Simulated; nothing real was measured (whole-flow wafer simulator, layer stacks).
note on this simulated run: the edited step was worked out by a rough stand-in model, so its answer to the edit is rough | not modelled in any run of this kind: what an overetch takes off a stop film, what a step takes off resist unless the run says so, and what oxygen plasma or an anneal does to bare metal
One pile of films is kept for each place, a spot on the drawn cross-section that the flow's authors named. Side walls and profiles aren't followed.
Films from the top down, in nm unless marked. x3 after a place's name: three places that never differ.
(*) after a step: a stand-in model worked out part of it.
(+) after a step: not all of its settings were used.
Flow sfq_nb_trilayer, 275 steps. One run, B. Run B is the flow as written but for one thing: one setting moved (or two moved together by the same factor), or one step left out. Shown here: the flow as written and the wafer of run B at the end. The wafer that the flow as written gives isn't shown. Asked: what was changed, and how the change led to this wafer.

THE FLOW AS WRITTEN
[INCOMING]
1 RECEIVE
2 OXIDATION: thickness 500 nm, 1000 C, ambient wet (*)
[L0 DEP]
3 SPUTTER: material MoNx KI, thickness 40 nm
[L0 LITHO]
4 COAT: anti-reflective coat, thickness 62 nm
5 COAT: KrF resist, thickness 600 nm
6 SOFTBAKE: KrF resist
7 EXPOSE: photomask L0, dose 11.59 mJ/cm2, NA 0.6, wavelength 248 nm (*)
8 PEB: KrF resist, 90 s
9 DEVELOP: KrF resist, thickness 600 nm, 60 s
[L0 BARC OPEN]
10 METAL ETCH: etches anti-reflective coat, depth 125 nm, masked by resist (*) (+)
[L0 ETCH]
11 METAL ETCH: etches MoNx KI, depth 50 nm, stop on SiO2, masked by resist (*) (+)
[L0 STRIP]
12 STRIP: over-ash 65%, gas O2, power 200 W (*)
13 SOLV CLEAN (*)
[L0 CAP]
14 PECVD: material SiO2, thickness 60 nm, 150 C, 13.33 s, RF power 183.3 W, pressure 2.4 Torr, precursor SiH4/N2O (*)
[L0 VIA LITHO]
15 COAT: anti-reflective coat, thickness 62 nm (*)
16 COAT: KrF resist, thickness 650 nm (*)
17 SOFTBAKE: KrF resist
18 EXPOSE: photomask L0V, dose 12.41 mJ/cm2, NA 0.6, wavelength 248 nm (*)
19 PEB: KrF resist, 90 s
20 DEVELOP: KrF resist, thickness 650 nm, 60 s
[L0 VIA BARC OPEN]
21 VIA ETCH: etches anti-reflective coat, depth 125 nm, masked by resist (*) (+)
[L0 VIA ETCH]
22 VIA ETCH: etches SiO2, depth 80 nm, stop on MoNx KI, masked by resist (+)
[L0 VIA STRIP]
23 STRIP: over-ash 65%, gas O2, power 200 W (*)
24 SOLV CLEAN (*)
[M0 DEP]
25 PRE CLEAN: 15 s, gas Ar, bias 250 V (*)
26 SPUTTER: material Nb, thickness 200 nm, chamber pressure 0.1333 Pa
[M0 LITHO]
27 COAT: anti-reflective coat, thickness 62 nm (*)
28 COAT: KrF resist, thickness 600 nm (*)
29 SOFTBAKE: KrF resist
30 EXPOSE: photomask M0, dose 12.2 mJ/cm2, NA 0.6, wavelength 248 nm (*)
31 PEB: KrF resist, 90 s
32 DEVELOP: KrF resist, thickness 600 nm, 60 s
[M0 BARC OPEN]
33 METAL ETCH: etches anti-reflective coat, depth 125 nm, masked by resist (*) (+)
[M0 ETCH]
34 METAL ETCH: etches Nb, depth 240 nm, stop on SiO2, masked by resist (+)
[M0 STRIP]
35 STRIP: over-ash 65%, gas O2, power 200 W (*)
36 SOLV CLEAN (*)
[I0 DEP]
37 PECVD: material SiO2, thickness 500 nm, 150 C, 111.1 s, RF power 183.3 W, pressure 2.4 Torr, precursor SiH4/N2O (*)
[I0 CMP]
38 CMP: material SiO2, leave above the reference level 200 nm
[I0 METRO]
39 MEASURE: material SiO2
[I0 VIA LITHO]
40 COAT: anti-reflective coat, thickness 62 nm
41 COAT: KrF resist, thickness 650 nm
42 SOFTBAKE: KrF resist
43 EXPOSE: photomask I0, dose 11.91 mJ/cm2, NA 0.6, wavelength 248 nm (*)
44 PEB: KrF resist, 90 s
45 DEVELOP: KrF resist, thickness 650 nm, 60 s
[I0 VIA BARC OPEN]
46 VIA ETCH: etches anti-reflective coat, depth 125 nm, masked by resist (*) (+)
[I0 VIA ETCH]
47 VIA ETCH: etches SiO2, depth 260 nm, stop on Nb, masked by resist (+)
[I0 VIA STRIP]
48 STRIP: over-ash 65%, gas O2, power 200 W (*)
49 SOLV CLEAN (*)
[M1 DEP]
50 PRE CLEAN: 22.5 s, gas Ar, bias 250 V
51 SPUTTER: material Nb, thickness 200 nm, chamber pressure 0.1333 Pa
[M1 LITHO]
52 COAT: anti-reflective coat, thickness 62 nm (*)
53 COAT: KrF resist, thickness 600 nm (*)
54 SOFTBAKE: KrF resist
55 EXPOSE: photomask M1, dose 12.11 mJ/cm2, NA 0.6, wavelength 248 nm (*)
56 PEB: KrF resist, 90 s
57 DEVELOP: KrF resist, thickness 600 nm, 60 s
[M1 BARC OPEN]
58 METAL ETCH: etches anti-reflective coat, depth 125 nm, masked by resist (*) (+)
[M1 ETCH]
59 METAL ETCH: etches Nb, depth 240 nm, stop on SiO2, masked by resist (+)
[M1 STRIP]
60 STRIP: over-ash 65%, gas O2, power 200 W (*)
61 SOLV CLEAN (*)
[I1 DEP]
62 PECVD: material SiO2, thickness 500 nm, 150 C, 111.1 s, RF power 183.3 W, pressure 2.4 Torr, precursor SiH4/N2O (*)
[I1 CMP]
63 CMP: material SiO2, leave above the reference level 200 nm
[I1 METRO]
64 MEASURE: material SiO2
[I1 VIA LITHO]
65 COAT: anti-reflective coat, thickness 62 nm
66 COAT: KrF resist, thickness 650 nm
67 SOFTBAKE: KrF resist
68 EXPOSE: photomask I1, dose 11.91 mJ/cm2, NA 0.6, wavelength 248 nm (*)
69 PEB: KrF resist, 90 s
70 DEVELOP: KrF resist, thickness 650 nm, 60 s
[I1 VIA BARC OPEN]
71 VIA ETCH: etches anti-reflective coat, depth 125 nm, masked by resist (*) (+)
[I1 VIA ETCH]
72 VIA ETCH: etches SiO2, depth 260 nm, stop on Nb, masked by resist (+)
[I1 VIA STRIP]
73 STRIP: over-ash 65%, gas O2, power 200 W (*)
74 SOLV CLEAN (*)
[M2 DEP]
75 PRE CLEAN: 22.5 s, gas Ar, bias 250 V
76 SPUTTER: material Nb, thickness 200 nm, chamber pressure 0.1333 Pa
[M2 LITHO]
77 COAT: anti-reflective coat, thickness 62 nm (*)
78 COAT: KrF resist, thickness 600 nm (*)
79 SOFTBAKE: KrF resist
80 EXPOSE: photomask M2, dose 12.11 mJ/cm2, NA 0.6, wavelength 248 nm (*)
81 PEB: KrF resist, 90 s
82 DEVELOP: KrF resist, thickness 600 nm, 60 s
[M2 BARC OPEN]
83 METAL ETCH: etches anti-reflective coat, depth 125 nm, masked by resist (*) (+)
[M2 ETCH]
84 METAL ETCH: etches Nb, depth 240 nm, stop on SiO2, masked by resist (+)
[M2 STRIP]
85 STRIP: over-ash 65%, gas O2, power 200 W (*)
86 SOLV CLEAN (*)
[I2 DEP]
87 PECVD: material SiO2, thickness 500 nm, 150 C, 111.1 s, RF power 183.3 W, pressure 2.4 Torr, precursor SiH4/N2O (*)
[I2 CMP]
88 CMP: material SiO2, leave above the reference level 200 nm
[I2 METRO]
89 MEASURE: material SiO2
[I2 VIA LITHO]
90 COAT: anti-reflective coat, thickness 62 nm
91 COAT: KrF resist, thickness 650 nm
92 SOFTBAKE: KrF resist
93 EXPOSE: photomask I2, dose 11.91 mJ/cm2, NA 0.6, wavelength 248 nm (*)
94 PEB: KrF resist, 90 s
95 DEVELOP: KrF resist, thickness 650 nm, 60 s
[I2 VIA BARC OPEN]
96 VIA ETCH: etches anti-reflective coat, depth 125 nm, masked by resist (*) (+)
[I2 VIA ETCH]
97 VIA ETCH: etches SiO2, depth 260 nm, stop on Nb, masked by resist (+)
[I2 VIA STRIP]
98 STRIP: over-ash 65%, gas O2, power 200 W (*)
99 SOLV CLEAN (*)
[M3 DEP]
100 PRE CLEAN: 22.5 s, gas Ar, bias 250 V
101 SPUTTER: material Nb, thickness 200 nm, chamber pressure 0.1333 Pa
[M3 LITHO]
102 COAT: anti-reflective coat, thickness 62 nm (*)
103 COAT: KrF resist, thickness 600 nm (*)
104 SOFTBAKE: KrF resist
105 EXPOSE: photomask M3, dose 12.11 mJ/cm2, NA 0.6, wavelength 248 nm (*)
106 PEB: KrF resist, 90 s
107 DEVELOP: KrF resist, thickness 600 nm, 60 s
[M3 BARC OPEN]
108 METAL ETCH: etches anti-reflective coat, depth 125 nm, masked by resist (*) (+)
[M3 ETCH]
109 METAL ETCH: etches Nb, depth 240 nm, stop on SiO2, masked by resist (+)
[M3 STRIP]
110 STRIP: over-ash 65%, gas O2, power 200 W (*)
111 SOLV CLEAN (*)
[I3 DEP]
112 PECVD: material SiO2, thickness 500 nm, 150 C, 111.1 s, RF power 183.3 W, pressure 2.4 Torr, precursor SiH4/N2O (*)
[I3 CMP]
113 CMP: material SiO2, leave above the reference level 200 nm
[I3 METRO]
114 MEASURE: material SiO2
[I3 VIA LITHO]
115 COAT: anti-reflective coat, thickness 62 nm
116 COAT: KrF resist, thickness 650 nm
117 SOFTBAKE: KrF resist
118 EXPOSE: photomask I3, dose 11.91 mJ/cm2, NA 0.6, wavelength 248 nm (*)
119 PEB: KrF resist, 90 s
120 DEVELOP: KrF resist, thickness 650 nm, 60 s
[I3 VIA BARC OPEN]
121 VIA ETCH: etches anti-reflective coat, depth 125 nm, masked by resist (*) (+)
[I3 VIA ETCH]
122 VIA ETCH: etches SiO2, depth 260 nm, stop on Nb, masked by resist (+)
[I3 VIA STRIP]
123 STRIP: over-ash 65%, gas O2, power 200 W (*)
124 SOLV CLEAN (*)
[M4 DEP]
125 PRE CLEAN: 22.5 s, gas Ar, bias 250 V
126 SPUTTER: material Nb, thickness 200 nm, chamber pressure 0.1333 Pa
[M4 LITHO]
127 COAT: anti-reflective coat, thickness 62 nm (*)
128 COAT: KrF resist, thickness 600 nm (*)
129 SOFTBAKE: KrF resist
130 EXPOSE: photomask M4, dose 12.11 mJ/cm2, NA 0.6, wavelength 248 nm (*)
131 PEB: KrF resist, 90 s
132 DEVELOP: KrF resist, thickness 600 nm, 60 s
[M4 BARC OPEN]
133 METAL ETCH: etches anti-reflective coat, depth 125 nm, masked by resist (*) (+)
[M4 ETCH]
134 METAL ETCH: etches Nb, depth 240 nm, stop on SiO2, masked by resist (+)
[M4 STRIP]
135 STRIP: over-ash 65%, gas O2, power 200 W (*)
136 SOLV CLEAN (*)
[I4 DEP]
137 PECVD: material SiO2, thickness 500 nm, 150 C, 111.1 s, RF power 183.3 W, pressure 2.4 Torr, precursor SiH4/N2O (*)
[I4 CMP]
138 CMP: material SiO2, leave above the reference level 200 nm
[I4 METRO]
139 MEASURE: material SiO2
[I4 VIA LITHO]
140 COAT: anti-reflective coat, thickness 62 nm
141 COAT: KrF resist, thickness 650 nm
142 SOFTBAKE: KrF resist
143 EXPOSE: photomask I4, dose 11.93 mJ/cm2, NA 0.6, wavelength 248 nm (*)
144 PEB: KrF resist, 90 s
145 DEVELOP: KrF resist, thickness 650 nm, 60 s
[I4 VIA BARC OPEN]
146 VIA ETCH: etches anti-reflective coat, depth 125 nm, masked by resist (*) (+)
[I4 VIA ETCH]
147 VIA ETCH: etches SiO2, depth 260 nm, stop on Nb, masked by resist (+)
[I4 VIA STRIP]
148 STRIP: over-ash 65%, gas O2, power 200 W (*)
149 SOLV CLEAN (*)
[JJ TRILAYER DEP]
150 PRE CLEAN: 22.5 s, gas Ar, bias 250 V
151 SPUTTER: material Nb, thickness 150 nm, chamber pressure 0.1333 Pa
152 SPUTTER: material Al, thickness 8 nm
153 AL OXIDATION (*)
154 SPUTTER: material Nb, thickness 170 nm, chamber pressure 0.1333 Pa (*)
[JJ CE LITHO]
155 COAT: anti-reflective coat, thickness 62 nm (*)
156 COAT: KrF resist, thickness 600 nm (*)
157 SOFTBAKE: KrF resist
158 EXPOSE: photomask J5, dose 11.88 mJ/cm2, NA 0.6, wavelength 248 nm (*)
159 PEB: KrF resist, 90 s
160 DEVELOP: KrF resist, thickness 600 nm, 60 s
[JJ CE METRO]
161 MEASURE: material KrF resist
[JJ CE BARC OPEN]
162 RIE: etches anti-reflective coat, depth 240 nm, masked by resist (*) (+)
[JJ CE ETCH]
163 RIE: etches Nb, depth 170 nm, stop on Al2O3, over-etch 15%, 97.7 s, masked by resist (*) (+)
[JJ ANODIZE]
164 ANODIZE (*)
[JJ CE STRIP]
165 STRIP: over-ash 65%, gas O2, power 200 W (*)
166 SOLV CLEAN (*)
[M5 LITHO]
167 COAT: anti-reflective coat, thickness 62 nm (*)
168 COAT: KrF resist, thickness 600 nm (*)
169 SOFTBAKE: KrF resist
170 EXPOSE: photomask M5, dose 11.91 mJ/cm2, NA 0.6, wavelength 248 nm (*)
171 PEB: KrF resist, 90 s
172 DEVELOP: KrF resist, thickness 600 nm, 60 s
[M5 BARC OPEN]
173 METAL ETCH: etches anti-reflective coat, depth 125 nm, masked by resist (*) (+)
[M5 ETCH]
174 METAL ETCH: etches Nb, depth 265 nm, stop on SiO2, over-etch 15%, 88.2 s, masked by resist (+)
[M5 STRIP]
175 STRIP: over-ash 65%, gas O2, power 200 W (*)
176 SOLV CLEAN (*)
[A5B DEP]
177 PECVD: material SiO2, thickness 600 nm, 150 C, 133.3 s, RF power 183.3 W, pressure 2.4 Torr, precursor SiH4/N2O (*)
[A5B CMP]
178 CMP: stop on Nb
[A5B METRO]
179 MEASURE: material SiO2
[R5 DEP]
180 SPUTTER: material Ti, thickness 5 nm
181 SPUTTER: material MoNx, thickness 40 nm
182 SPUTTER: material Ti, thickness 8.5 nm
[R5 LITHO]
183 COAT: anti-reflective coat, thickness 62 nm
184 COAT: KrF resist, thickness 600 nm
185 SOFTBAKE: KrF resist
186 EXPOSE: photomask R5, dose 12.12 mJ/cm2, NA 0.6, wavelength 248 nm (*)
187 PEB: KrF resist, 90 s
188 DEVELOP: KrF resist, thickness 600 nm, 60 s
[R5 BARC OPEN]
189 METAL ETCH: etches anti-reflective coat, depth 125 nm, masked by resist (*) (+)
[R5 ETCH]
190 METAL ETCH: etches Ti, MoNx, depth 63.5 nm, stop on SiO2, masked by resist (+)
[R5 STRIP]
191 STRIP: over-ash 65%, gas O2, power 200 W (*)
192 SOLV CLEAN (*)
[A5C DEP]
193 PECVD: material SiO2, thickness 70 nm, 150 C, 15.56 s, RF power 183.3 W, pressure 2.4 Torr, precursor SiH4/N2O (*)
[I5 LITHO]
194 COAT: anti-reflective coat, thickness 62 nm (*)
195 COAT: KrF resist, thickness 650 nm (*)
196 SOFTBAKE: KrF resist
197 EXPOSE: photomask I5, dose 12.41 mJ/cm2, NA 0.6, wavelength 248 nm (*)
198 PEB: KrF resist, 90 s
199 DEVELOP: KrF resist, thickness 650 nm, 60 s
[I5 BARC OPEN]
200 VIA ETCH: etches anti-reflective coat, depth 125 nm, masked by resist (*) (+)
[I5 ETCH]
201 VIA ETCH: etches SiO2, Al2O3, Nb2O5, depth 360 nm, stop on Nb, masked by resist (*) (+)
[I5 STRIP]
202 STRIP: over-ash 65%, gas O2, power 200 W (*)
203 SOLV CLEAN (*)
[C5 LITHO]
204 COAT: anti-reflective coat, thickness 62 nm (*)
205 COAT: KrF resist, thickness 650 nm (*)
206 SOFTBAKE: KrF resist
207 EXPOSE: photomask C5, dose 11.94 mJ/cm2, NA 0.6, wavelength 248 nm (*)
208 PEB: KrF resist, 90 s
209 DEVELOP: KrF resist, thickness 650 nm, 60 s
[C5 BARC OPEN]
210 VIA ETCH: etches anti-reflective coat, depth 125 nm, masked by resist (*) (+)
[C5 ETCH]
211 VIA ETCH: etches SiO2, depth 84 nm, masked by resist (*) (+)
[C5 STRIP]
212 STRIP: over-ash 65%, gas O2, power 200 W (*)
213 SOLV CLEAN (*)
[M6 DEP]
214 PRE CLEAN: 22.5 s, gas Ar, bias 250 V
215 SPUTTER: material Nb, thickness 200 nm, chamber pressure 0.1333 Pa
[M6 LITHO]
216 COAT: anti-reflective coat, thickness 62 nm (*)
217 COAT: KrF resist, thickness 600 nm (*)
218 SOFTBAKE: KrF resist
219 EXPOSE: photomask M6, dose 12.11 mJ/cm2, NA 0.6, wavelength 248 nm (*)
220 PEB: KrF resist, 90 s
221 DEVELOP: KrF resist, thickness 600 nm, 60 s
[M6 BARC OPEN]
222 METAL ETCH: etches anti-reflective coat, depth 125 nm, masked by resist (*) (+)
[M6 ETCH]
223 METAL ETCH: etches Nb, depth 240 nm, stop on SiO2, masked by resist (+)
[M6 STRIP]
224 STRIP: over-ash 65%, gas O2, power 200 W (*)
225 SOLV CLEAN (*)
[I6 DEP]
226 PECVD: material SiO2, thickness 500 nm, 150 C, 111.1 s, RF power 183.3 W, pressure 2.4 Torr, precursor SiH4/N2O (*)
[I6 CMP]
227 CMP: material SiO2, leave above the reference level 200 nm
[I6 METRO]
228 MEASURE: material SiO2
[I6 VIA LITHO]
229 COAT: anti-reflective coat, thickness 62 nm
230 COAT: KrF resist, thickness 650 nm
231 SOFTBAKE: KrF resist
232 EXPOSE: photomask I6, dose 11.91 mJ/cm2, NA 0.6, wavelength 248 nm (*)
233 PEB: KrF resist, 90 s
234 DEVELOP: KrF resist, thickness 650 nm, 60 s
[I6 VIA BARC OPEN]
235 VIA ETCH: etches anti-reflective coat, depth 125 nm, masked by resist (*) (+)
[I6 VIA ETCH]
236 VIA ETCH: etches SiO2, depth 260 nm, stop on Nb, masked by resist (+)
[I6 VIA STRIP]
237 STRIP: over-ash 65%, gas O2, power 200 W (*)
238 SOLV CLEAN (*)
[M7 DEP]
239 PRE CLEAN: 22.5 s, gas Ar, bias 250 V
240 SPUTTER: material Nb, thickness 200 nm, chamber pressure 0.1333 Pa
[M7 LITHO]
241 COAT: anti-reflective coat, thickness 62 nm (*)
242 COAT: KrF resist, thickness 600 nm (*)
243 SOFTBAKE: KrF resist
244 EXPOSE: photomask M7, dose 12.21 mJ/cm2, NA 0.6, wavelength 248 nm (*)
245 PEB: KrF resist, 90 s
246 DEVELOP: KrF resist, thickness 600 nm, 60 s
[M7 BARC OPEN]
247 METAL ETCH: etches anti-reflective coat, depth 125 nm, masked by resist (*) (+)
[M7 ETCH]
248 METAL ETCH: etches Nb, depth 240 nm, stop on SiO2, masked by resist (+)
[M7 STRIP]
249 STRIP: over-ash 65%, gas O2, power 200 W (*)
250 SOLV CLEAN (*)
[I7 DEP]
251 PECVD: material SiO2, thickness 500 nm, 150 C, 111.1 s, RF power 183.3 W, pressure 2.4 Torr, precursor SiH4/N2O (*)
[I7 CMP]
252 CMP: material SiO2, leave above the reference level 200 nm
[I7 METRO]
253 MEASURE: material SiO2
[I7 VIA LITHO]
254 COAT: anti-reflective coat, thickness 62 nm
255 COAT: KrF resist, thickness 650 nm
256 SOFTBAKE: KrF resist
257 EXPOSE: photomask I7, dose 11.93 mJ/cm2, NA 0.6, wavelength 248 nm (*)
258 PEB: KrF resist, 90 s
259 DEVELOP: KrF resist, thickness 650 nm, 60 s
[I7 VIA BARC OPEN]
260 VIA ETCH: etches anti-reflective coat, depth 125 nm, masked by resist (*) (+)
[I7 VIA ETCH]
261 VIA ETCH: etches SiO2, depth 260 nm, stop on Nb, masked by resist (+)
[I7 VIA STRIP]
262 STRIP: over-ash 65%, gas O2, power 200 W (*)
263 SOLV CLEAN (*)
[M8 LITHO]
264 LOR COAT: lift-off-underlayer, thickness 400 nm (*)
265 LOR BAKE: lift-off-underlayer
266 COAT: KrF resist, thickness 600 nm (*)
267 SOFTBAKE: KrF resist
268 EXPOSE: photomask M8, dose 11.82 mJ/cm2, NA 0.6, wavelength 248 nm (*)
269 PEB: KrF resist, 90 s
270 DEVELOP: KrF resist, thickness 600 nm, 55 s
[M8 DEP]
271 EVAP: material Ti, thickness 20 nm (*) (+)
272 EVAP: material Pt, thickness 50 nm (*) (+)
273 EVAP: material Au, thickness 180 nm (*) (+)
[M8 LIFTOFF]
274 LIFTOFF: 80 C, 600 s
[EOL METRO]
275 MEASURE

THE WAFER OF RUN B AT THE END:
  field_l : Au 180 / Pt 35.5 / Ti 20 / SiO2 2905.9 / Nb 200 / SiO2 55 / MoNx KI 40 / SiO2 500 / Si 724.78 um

The cause: step 272, EVAP: thickness 35.5 nm was run, where the flow has thickness 50 nm.
It can be read off the wafer: field_l has Pt 35.5, and step 272 as written asks for 50 nm.

How the change led to this, step by step:
  272 EVAP: material Pt, thickness 50 nm (*) (+)
      field_l, v_sur, via_wl and 103 more: Pt +35.5 (new film) (as written it would be: Pt +50 (new film))
  274 LIFTOFF: 80 C, 600 s
      p4_fl x3, p4_w1 x9, p4_g1 x2 and 60 more: Au -180 (all of it), Pt -35.5 (all of it), Ti -20 (all of it), KrF resist -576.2 (all of it), lift-off-underlayer -400 (all of it) (as written it would be: Au -180 (all of it), Pt -50 (all of it), Ti -20 (all of it), KrF resist -576.2 (all of it), lift-off-underlayer -400 (all of it))
      c5j, ce_r: Au -180 (all of it), Pt -35.5 (all of it), Ti -20 (all of it), KrF resist -573.3 (all of it), lift-off-underlayer -399.3 (all of it) (as written it would be: Au -180 (all of it), Pt -50 (all of it), Ti -20 (all of it), KrF resist -573.3 (all of it), lift-off-underlayer -399.3 (all of it))
      (and at 19 more places)
